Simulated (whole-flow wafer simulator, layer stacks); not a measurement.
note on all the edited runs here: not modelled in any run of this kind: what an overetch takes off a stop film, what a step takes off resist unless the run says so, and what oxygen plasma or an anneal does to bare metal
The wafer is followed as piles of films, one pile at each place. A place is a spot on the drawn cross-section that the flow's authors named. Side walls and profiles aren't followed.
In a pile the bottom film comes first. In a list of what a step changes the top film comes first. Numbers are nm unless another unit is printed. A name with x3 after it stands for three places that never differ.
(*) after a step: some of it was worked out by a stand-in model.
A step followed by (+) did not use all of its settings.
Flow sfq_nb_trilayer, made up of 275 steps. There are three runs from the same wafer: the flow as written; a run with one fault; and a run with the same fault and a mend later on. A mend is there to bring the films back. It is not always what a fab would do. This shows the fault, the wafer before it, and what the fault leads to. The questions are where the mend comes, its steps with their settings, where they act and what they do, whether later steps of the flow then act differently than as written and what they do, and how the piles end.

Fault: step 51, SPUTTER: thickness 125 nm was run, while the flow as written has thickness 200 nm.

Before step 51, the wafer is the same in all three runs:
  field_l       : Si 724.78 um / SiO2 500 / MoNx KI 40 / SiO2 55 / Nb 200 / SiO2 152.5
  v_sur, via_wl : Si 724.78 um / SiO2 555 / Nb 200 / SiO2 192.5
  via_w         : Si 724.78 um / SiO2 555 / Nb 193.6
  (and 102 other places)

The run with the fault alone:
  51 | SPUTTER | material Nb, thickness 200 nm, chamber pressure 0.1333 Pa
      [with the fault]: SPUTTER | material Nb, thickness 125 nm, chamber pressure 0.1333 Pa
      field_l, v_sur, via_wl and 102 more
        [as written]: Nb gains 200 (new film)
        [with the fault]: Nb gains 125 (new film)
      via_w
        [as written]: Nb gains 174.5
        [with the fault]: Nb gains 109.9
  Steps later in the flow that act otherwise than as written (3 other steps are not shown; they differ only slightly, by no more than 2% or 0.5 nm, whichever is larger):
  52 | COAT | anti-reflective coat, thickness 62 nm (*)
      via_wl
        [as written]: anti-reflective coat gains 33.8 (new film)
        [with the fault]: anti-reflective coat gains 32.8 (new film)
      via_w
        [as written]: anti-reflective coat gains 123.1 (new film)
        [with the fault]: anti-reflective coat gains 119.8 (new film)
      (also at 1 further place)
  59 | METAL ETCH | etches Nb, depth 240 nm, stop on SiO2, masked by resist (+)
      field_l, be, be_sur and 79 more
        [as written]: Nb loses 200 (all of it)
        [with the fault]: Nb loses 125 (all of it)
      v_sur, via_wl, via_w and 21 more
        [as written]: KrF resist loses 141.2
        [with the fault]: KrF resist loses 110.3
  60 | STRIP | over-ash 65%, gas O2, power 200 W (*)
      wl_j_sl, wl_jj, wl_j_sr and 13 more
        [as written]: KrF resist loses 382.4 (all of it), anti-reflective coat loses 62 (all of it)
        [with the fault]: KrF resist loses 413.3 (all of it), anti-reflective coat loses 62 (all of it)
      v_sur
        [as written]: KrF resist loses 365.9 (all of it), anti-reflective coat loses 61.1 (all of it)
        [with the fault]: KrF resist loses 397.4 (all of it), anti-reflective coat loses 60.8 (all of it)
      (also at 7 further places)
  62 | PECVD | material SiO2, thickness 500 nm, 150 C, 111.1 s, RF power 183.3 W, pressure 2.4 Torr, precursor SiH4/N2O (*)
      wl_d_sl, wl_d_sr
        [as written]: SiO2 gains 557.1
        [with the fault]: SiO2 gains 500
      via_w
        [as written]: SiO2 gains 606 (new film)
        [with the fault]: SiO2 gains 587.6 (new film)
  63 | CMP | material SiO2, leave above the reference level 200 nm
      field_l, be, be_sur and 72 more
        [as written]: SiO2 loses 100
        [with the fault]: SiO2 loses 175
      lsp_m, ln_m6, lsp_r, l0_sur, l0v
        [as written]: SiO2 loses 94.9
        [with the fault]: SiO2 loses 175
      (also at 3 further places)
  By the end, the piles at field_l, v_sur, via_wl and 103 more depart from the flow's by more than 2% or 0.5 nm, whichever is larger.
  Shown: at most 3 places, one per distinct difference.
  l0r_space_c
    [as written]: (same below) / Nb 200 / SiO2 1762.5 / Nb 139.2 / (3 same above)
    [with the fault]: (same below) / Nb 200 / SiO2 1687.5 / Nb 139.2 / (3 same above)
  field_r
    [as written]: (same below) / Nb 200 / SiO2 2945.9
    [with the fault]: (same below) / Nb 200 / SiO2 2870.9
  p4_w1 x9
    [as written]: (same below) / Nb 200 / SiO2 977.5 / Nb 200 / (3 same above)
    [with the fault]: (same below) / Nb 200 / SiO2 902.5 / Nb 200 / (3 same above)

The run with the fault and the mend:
  The mend stands after step 57.
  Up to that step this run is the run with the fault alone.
  57a | STRIP | over-ash 65%, gas O2, power 200 W (*)
      p4_fl x3, p4_w1 x9, p4_g1 x2 and 47 more
        anti-reflective coat loses 62 (all of it)
      wl_j_sl, wl_jj, wl_j_sr and 13 more
        KrF resist loses 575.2 (all of it), anti-reflective coat loses 62 (all of it)
      r_sur, res, r_end and 8 more
        anti-reflective coat loses 61.8 (all of it)
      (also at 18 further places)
  57b | SPUTTER | material Nb, thickness 75 nm, chamber pressure 0.1333 Pa (a further turn of the flow's step 51, with different settings)
      field_l, v_sur, via_wl and 102 more
        Nb gains 75
      via_w
        Nb gains 60.5
  57c | COAT | anti-reflective coat, thickness 62 nm (*) (a further turn of the flow's step 52)
      p4_fl x3, p4_w1 x9, p4_g1 x2 and 63 more
        anti-reflective coat gains 62 (new film)
      r_sur, res, r_end and 9 more
        anti-reflective coat gains 61.8 (new film)
      jj_sur, ce_l, c5j, ce_r, sp_r, be_r
        anti-reflective coat gains 61.7 (new film)
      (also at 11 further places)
  57d | COAT | KrF resist, thickness 600 nm (*) (a further turn of the flow's step 53)
      p4_fl x3, p4_w1 x9, p4_g1 x2 and 63 more
        KrF resist gains 600 (new film)
      res, r_end, moat, field_r, l0_sur
        KrF resist gains 599.4 (new film)
      lsp_l, ln_m5, lsp_m, ln_m6, lsp_r
        KrF resist gains 599.5 (new film)
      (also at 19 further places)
  57e | SOFTBAKE | KrF resist (a further turn of the flow's step 54)
      alters no film at any place that is followed
  57f | EXPOSE | photomask M1, dose 12.11 mJ/cm2, NA 0.6, wavelength 248 nm (*) (a further turn of the flow's step 55)
      alters no film at any place that is followed
  57g | PEB | KrF resist, 90 s (a further turn of the flow's step 56)
      wire, be, be_sur and 96 more
        KrF resist loses 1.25
      field_l, via_v
        KrF resist loses 1.24
      via_wl, via_wr
        KrF resist loses 1.26
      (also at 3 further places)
  57h | DEVELOP | KrF resist, thickness 600 nm, 60 s (a further turn of the flow's step 57)
      p4_fl x3, p4_w1 x9, p4_g1 x2 and 47 more
        KrF resist loses 598.7 (all of it)
      v_sur, via_wl, via_w and 21 more
        KrF resist loses 23.5
      moat, field_r, lsp_l, lsp_m, ln_m6, lsp_r, l0_sur
        KrF resist loses 598.2 (all of it)
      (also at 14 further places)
  None of the later steps of the flow differs from how it acts as written, at any place that is followed, by more than 2% or 0.5 nm, whichever is larger.
  When the end is reached, the piles differ only a little from the flow's at the places that both follow, at most by 2% or 0.5 nm, whichever is larger.
